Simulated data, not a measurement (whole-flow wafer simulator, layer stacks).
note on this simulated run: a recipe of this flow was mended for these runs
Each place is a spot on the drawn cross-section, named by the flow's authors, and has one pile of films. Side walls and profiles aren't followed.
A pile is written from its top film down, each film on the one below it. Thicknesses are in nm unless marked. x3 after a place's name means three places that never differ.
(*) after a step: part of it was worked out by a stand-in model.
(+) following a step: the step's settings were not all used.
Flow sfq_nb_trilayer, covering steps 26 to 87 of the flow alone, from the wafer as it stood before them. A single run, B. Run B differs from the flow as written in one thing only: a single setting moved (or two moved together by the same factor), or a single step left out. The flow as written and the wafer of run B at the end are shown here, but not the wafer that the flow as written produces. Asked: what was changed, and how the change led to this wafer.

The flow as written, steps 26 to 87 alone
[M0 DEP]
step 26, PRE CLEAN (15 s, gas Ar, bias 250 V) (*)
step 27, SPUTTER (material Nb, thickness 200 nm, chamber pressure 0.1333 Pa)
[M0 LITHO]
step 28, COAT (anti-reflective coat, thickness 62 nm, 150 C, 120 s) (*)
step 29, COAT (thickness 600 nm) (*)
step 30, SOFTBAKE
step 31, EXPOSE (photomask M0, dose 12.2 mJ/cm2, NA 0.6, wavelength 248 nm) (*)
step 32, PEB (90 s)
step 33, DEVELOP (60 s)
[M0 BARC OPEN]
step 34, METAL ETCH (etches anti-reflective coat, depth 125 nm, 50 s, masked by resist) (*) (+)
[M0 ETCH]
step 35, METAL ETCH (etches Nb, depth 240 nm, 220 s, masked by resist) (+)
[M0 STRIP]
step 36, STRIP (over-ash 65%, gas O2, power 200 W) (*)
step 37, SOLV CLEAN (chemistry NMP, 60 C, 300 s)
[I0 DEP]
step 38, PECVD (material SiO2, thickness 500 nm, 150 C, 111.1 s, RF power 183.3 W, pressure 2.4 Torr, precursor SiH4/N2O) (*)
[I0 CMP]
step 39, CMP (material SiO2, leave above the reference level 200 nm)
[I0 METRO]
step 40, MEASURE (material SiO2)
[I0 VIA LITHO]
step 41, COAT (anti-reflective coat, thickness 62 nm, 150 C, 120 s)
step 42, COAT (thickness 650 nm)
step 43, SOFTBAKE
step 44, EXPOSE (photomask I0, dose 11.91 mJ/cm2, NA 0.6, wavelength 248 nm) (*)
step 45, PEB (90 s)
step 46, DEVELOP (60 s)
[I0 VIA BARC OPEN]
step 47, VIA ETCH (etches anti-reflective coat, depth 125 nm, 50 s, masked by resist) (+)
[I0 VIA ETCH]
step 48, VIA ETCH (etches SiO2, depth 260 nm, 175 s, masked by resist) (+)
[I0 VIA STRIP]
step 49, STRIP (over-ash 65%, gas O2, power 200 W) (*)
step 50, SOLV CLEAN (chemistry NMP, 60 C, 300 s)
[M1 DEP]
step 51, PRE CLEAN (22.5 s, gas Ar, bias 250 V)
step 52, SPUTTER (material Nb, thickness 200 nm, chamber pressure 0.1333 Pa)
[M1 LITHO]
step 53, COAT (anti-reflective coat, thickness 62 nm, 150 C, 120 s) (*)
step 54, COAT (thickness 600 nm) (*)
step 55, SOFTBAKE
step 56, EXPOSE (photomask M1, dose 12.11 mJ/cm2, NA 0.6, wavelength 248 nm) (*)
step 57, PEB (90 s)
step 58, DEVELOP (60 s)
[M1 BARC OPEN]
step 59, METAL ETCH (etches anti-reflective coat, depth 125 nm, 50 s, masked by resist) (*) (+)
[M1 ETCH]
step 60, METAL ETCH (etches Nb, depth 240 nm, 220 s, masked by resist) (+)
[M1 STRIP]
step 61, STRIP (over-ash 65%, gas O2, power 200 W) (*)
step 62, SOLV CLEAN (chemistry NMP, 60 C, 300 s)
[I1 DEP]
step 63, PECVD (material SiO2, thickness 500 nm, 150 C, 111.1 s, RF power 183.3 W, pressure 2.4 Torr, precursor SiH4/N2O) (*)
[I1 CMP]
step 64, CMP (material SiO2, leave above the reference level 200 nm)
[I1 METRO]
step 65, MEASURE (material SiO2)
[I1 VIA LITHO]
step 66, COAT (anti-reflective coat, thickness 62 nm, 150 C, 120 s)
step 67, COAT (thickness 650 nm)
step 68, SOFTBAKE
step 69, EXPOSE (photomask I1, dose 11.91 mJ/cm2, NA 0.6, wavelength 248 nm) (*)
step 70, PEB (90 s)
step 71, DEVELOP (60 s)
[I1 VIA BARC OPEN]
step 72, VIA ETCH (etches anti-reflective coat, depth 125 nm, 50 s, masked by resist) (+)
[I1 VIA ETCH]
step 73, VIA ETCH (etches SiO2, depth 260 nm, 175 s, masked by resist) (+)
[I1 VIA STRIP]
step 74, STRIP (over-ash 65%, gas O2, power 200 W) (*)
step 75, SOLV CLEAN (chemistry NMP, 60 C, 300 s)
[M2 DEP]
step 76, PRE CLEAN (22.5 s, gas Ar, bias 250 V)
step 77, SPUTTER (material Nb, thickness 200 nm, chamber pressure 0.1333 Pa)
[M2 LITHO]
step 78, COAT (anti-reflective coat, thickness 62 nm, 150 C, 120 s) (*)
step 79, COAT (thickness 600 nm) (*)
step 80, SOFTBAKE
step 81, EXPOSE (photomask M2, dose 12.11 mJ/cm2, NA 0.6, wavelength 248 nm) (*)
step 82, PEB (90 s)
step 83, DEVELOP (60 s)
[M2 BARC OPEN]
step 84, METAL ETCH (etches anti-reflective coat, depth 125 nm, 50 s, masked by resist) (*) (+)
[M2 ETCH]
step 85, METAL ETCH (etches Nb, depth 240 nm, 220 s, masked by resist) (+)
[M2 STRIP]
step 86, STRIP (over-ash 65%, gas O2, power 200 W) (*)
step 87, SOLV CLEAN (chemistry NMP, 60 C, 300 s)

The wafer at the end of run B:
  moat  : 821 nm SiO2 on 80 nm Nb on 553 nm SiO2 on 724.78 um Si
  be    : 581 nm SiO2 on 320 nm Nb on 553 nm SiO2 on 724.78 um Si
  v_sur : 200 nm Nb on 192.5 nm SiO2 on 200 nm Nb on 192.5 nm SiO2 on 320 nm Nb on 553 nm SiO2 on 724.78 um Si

The reason: step 27, SPUTTER: thickness 320 nm was run, whereas the flow has thickness 200 nm.
The wafer itself shows it: be has Nb 320, and step 27 as written asks for 200 nm.

The path from the change to this, step by step:
  step 27, SPUTTER (material Nb, thickness 200 nm, chamber pressure 0.1333 Pa)
      field_l, v_sur, via_wl and 102 more: Nb gains 320 (new film) (in the flow as written it would be: Nb gains 200 (new film))
      l0v: Nb gains 315.8 (new film) (in the flow as written it would be: Nb gains 195.4 (new film))
  step 28, COAT (anti-reflective coat, thickness 62 nm, 150 C, 120 s) (*)
      l0_sur: anti-reflective coat gains 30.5 (new film) (in the flow as written it would be: anti-reflective coat gains 29.3 (new film))
  step 35, METAL ETCH (etches Nb, depth 240 nm, 220 s, masked by resist) (+)
      moat, m0r_space_l x2: Nb loses 240 (in the flow as written it would be: Nb loses 200 (all of it), SiO2 loses 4)
  step 36, STRIP (over-ash 65%, gas O2, power 200 W) (*)
      l0_sur: KrF-resist-other-grade loses 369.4 (all of it), anti-reflective coat loses 30.5 (all of it) (in the flow as written it would be: KrF-resist-other-grade loses 370 (all of it), anti-reflective coat loses 29.3 (all of it))
  step 38, PECVD (material SiO2, thickness 500 nm, 150 C, 111.1 s, RF power 183.3 W, pressure 2.4 Torr, precursor SiH4/N2O) (*)
      moat, m0r_space_l x2: SiO2 gains 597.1 (new film) (in the flow as written it would be: SiO2 gains 561.1)
With metal films that touch counted as one body, moat has 1 body; the flow as written gives 0 bodies.
